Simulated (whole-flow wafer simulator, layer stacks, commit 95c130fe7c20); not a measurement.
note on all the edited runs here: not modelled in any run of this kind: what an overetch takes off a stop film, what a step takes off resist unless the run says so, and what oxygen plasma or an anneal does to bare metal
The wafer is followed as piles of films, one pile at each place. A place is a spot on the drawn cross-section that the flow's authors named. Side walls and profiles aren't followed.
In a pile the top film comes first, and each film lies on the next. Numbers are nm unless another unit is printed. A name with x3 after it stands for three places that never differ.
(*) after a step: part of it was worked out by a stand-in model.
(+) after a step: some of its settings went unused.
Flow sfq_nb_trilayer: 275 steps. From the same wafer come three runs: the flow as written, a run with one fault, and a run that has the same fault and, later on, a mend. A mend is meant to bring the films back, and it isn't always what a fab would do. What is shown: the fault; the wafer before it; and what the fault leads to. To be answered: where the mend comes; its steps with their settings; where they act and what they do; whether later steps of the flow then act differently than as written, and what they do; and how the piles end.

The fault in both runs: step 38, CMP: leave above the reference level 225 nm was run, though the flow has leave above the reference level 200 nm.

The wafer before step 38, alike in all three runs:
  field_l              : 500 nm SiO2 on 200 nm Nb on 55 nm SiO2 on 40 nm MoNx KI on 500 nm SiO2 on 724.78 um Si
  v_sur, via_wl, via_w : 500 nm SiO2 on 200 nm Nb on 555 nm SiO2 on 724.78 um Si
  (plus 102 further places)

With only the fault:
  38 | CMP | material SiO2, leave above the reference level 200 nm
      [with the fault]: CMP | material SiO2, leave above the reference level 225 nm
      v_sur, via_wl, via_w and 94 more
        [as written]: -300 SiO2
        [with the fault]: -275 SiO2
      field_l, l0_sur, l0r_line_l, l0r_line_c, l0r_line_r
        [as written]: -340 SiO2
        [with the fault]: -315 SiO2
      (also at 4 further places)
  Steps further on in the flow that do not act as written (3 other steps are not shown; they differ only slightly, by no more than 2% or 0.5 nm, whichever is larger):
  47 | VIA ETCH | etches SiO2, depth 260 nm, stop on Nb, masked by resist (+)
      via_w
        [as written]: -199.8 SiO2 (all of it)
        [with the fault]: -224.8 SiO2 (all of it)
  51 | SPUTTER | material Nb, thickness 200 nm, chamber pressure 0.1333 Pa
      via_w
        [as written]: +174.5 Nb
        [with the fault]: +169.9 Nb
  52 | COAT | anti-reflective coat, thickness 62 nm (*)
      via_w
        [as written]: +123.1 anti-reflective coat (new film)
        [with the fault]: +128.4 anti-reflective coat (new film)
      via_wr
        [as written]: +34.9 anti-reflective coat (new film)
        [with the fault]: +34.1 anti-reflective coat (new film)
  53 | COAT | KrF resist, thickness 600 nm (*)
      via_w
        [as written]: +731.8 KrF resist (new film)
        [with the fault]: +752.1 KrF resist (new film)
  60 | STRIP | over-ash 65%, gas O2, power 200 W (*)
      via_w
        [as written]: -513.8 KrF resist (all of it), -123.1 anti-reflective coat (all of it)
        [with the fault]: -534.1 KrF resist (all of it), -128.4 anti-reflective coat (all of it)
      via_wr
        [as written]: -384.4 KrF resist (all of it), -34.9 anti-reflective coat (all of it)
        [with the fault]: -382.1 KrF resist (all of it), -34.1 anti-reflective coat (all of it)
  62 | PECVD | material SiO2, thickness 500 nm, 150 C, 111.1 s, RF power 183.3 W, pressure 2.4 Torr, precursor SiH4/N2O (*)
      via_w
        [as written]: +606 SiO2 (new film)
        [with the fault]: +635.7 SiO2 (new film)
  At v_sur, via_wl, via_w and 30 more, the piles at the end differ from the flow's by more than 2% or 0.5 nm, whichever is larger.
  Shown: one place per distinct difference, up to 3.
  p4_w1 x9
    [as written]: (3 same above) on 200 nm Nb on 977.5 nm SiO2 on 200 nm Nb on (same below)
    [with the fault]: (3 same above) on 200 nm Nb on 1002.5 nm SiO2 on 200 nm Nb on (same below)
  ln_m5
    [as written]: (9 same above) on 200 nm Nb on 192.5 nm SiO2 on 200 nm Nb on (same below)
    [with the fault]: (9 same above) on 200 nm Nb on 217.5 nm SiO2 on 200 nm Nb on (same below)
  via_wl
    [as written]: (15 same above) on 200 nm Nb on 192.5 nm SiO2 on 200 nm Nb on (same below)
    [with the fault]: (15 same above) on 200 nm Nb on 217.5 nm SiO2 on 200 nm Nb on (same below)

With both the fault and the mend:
  After step 45 comes the mend.
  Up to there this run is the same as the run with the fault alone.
  45a | STRIP | over-ash 65%, gas O2, power 200 W (*)
      field_l, v_sur, via_wl and 102 more
        -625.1 KrF resist (all of it), -62 anti-reflective coat (all of it)
      via_w
        -62 anti-reflective coat (all of it)
  45b | CMP | material SiO2, leave above the reference level 200 nm (a further turn of the flow's step 38)
      field_l, v_sur, via_wl and 103 more
        -25 SiO2
  45c | COAT | anti-reflective coat, thickness 62 nm (a further turn of the flow's step 40)
      field_l, v_sur, via_wl and 103 more
        +62 anti-reflective coat (new film)
  45d | COAT | KrF resist, thickness 650 nm (a further turn of the flow's step 41)
      field_l, v_sur, via_wl and 103 more
        +650 KrF resist (new film)
  45e | SOFTBAKE | KrF resist (a further turn of the flow's step 42)
      leaves every film unchanged at each place that is followed
  45f | EXPOSE | photomask I0, dose 11.91 mJ/cm2, NA 0.6, wavelength 248 nm (*) (a further turn of the flow's step 43)
      leaves every film unchanged at each place that is followed
  45g | PEB | KrF resist, 90 s (a further turn of the flow's step 44)
      field_l, v_sur, via_wl and 103 more
        -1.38 KrF resist
  45h | DEVELOP | KrF resist, thickness 650 nm, 60 s (a further turn of the flow's step 45)
      field_l, v_sur, via_wl and 102 more
        -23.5 KrF resist
      via_w
        -648.6 KrF resist (all of it)
  Later steps of the flow that are run all act as written at every place that is followed.
  By the end, the piles equal the flow's at every place that both follow.
